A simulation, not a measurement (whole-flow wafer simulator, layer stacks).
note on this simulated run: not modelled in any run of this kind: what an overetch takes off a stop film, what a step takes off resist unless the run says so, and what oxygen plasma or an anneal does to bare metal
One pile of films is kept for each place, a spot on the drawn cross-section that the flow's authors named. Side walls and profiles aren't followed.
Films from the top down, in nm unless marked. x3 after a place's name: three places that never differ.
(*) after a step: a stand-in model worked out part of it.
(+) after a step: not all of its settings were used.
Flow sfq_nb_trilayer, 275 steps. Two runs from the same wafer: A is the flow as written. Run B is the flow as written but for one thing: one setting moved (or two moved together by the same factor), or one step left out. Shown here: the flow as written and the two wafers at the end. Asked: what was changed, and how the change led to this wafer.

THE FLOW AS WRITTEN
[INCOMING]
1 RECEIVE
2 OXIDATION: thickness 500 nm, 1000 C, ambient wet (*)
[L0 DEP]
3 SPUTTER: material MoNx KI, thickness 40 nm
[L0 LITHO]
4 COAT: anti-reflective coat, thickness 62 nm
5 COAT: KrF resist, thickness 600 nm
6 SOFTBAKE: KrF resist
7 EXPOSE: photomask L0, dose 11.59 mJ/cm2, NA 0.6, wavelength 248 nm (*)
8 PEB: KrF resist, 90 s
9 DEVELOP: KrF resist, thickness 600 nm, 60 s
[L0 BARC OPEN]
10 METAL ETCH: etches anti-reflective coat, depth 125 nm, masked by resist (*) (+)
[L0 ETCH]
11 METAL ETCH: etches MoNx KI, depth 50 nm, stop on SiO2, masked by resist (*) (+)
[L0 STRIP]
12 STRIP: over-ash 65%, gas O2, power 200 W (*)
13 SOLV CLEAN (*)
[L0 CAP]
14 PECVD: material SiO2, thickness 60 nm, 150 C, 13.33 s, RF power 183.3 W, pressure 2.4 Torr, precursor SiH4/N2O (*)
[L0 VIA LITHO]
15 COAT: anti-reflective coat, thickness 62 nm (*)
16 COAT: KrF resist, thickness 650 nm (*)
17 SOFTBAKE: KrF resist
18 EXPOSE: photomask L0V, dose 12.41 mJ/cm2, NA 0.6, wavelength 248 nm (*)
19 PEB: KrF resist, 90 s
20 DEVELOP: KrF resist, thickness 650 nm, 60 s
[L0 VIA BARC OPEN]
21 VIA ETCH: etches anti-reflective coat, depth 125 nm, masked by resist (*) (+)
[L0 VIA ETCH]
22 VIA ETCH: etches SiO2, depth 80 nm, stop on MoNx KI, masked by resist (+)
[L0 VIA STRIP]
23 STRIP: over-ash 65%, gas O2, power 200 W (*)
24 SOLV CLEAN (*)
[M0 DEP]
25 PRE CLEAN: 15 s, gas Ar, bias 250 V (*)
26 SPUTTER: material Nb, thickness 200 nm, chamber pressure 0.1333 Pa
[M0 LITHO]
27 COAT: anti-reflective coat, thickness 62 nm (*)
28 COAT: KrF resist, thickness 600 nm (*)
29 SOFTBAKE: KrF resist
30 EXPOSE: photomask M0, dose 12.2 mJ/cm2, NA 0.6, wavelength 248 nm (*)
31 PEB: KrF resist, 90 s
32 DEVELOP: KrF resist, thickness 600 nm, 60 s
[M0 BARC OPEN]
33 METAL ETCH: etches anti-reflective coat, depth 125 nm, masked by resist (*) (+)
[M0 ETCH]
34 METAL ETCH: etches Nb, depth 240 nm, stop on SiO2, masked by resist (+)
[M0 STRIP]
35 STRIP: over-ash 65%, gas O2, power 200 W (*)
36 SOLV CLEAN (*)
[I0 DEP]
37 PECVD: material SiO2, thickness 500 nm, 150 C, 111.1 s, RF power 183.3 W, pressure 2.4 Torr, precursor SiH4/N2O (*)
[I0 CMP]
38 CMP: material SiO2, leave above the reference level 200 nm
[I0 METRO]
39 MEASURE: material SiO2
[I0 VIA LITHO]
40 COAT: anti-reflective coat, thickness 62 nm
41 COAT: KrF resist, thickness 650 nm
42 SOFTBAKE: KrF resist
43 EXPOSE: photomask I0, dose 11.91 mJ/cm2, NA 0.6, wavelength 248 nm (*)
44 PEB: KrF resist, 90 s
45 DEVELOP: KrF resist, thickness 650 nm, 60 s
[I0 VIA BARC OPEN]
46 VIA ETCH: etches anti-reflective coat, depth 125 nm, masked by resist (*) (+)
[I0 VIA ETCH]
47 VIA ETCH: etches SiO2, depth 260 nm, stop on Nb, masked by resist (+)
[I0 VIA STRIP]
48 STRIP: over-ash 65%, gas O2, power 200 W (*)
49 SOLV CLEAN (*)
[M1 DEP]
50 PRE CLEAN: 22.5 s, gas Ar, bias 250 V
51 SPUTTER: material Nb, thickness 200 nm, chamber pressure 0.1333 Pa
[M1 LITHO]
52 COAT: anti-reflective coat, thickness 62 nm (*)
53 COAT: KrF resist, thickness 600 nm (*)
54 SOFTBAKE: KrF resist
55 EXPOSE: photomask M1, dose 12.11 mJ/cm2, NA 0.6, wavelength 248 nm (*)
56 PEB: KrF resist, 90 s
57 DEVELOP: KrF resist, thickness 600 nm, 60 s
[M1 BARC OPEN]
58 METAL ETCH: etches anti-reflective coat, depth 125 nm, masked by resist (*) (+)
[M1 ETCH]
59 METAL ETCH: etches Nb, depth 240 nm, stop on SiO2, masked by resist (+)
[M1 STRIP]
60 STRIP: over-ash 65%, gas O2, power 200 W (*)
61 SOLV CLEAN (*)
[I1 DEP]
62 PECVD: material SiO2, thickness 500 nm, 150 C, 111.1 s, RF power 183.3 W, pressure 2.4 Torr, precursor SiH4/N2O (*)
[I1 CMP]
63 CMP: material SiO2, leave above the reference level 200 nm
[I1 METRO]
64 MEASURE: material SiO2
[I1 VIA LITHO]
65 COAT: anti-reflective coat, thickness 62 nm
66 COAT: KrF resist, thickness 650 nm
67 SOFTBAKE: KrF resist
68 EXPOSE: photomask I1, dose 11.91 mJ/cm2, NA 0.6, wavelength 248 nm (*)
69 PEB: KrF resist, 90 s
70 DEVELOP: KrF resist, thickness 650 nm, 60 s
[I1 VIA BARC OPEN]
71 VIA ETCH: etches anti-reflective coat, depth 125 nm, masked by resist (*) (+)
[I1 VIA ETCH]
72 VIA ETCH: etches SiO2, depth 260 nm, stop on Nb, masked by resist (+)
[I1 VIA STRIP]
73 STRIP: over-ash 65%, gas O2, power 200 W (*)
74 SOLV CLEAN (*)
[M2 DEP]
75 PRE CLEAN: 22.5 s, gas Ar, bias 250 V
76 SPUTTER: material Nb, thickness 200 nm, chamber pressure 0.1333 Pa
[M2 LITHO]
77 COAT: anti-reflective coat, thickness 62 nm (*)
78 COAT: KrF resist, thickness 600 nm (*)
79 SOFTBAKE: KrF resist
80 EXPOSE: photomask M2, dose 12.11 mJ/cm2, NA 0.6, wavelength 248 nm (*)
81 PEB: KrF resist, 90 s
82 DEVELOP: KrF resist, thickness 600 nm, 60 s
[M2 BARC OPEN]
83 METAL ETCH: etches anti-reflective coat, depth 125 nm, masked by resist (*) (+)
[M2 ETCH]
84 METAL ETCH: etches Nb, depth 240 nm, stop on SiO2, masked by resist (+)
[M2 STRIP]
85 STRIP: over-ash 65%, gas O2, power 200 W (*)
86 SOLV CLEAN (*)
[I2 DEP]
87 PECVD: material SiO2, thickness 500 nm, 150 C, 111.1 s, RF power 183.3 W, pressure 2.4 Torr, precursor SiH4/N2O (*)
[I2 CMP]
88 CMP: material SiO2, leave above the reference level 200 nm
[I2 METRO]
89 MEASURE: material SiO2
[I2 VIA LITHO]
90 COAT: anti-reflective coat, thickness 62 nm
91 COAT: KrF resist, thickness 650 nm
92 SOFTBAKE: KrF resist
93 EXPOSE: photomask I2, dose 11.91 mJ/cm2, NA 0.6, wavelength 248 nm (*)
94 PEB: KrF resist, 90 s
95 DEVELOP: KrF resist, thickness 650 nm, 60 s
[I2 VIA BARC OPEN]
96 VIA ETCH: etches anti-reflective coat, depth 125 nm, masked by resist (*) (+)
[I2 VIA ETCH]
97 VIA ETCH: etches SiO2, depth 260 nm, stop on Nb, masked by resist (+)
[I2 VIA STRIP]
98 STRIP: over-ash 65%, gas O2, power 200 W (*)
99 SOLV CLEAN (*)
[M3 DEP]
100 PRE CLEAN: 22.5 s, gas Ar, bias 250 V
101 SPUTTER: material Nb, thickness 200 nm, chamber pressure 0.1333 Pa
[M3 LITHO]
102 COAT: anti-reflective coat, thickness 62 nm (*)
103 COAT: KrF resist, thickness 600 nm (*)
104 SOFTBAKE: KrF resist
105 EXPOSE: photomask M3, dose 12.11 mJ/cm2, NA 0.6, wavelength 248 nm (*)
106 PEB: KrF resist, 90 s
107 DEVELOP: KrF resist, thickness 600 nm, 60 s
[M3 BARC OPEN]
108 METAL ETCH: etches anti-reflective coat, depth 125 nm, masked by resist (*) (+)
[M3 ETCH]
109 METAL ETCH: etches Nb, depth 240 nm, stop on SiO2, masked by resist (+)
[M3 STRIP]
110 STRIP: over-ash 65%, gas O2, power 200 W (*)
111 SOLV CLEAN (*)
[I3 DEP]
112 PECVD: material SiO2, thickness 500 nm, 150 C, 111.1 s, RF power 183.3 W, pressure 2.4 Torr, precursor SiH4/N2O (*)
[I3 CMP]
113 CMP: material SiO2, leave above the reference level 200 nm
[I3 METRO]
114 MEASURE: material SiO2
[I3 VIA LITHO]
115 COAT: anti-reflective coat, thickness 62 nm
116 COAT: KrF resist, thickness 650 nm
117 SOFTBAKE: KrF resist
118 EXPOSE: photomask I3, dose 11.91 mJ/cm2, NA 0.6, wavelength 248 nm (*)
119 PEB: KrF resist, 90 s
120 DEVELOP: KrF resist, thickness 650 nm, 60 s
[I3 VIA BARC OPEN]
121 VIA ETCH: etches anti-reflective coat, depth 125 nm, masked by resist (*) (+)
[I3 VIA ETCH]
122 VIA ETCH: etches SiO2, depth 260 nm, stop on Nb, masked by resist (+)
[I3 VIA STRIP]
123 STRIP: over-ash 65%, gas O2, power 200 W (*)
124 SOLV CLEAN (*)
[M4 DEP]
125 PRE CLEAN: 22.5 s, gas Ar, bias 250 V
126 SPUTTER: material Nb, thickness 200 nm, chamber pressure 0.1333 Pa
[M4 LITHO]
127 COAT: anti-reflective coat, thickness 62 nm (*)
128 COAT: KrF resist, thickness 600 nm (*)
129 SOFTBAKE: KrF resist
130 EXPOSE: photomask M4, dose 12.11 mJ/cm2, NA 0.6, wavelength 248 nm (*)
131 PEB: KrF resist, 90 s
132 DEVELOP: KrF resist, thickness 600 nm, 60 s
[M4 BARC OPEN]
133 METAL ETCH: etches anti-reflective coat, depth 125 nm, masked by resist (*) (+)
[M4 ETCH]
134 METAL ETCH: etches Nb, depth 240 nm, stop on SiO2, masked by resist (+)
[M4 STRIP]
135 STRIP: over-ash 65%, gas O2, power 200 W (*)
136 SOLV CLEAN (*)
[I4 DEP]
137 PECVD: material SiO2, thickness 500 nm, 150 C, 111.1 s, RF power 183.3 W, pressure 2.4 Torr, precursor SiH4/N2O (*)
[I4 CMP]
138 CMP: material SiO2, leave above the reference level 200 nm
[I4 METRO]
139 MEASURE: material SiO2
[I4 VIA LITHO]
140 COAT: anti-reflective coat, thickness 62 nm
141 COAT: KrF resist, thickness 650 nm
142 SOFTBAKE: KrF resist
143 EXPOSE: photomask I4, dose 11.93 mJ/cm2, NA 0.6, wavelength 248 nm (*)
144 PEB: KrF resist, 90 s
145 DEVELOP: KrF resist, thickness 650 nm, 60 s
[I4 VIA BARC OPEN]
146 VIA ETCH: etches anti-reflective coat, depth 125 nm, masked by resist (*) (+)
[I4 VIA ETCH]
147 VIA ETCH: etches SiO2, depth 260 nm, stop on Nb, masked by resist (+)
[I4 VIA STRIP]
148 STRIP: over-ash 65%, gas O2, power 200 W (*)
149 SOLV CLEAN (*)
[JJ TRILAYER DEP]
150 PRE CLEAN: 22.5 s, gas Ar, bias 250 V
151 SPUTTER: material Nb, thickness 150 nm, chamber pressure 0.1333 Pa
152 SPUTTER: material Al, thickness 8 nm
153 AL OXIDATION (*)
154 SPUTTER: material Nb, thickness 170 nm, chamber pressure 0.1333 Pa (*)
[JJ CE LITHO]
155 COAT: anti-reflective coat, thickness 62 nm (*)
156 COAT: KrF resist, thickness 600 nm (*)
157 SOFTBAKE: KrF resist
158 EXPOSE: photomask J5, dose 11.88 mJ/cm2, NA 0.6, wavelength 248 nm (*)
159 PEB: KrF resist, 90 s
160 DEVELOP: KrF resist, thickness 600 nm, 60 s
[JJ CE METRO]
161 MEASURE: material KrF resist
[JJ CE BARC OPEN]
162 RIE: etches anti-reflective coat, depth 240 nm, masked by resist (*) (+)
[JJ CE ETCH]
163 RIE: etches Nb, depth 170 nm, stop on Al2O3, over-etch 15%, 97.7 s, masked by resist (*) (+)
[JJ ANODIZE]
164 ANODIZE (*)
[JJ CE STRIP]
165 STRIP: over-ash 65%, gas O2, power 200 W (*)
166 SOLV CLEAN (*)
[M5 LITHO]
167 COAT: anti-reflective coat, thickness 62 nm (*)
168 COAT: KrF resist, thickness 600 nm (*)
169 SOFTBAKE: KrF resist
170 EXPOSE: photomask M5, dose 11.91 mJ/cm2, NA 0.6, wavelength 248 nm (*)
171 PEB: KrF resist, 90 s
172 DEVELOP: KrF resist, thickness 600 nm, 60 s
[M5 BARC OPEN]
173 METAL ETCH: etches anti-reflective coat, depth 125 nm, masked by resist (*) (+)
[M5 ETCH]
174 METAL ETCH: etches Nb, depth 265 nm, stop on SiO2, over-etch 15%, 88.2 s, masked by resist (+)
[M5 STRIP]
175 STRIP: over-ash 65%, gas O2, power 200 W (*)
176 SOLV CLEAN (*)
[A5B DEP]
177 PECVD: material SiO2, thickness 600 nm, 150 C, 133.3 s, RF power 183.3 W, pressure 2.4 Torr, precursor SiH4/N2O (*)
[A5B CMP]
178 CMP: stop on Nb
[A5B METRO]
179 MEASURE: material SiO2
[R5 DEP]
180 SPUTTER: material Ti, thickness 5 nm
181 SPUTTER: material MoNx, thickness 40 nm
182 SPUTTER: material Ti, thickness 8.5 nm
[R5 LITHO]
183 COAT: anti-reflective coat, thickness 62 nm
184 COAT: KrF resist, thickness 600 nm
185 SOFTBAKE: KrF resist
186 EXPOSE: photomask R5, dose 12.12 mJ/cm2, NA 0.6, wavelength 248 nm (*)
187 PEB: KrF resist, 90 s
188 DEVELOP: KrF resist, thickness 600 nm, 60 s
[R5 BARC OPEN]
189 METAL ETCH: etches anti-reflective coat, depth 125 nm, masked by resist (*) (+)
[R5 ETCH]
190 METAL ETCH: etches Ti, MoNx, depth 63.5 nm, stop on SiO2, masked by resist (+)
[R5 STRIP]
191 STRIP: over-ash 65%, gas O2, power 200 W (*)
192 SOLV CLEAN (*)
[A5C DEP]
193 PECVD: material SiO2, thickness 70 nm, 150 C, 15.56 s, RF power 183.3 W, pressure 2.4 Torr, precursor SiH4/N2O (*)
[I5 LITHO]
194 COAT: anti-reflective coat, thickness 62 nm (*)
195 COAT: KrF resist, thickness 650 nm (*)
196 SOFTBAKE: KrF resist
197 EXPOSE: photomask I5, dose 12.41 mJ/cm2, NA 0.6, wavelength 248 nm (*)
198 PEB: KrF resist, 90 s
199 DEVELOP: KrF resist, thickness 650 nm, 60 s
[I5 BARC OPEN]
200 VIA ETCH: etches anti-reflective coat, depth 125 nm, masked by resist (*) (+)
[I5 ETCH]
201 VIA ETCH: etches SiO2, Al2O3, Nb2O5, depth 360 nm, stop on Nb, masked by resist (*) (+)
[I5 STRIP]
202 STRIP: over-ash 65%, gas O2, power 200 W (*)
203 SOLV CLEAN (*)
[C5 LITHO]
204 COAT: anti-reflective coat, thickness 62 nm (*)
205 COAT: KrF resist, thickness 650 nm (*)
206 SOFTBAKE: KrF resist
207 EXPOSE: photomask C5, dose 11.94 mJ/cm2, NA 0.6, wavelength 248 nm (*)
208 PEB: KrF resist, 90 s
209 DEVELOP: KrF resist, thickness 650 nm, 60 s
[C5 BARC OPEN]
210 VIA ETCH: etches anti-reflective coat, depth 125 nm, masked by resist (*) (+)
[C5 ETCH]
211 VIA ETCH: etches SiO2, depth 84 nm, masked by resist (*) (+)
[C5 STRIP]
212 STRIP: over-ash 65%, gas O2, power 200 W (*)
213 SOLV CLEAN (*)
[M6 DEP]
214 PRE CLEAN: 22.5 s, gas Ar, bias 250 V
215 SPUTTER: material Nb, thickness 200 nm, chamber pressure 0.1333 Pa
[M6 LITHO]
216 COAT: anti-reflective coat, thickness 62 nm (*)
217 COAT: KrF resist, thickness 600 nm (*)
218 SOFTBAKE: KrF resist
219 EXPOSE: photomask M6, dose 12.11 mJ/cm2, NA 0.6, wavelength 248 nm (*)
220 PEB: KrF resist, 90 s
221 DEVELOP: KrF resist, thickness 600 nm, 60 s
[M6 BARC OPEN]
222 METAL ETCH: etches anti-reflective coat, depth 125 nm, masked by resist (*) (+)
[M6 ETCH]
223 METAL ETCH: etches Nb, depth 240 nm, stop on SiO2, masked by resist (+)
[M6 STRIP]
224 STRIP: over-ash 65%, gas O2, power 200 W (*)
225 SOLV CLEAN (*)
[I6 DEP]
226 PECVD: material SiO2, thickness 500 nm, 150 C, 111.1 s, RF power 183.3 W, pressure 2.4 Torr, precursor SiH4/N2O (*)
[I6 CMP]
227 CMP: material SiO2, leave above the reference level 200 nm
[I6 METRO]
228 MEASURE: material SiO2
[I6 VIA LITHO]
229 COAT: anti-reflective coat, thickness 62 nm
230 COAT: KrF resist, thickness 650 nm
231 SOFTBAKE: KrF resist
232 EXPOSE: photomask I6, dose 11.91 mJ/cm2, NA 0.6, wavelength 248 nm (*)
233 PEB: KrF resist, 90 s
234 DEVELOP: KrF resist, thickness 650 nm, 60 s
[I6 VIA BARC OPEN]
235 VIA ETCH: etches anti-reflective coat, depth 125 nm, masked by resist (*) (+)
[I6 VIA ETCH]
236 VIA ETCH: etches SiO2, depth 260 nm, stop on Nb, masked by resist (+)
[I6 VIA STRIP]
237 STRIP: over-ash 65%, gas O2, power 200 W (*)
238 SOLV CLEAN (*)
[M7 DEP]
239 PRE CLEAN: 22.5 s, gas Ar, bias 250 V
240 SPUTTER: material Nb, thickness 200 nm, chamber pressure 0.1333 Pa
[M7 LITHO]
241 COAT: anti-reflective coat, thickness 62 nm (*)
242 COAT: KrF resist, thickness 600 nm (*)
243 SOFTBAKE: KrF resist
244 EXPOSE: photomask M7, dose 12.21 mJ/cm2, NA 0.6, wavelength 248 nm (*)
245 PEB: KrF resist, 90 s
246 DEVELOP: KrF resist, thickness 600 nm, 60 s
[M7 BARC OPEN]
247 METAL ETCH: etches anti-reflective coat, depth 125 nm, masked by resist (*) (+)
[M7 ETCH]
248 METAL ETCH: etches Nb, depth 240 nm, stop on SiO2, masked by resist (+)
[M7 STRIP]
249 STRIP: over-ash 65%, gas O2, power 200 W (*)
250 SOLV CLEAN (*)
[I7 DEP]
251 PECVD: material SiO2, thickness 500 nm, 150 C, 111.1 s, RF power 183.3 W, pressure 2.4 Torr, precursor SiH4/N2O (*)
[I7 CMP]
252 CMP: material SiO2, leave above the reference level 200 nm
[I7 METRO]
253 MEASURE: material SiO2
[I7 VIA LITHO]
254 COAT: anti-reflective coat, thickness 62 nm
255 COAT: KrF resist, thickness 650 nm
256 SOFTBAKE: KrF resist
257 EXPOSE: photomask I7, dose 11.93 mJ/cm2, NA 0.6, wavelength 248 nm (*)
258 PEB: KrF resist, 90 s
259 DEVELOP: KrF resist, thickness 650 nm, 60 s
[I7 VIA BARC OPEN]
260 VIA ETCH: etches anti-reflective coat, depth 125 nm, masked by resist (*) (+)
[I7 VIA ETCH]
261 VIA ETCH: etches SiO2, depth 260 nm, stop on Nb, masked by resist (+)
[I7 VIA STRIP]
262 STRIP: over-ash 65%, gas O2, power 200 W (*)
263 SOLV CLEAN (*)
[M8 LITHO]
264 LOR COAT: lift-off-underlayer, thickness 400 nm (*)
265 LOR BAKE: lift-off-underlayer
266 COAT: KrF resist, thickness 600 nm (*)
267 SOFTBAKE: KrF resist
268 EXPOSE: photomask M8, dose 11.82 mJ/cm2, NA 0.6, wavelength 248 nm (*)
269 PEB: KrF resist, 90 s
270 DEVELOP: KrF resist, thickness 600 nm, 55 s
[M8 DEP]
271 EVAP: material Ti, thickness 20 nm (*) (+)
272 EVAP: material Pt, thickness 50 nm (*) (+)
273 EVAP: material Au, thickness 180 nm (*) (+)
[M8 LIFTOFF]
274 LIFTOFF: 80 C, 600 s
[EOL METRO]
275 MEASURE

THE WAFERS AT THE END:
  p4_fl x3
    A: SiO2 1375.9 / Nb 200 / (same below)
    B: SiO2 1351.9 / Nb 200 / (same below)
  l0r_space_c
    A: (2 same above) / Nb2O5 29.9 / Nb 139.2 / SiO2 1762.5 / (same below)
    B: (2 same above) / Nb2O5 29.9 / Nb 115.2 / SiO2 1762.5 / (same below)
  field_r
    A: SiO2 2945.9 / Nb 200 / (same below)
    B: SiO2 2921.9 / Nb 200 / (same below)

The cause: step 151, SPUTTER: thickness 126 nm was run, where the flow has thickness 150 nm.

How the change led to this, step by step:
  151 SPUTTER: material Nb, thickness 150 nm, chamber pressure 0.1333 Pa
      field_l, v_sur, via_sp and 100 more: A Nb +150 (new film) | B Nb +126 (new film)
      via_wl, via_w, via_wr: A Nb +130.4 | B Nb +109.3
  155 COAT: anti-reflective coat, thickness 62 nm (*)
      via_wl, via_wr: A anti-reflective coat +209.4 (new film) | B anti-reflective coat +203.1 (new film)
  162 RIE: etches anti-reflective coat, depth 240 nm, masked by resist (*) (+)
      ce_l, c5j, ce_r, wl_jj: A KrF resist -209.4 | B KrF resist -203.1
      via_wl, via_wr: A anti-reflective coat -209.4 (all of it) | B anti-reflective coat -203.1 (all of it)
  165 STRIP: over-ash 65%, gas O2, power 200 W (*)
      ce_l: A KrF resist -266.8 (all of it), anti-reflective coat -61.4 (all of it) | B KrF resist -273 (all of it), anti-reflective coat -61.4 (all of it)
      c5j: A KrF resist -266.9 (all of it), anti-reflective coat -61.5 (all of it) | B KrF resist -273.1 (all of it), anti-reflective coat -61.5 (all of it)
      (and at 2 more places)
  167 COAT: anti-reflective coat, thickness 62 nm (*)
      via_wl: A anti-reflective coat +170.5 (new film) | B anti-reflective coat +166.8 (new film)
      via_wr: A anti-reflective coat +170.6 (new film) | B anti-reflective coat +166.8 (new film)
      (and at 2 more places)
  174 METAL ETCH: etches Nb, depth 265 nm, stop on SiO2, over-etch 15%, 88.2 s, masked by resist (+)
      field_l, r_sur, res and 50 more: A Al2O3 -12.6 (all of it), Nb2O5 -29.9 (all of it), Nb -139.2 (all of it), SiO2 -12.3 | B Al2O3 -12.6 (all of it), Nb2O5 -29.9 (all of it), Nb -115.2 (all of it), SiO2 -14.7
  175 STRIP: over-ash 65%, gas O2, power 200 W (*)
      via_wl: A KrF resist -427 (all of it), anti-reflective coat -170.5 (all of it) | B KrF resist -428.1 (all of it), anti-reflective coat -166.8 (all of it)
      via_wr: A KrF resist -427.6 (all of it), anti-reflective coat -170.6 (all of it) | B KrF resist -428.7 (all of it), anti-reflective coat -166.8 (all of it)
      (and at 2 more places)
  178 CMP: stop on Nb
      field_l, p4_fl x3, p4_w1 x9 and 29 more: A SiO2 -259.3 | B SiO2 -280.9
      r_sur, res, r_end, moat, field_r, lsp_l: A SiO2 -252.3 | B SiO2 -274.7
      (and at 5 more places)
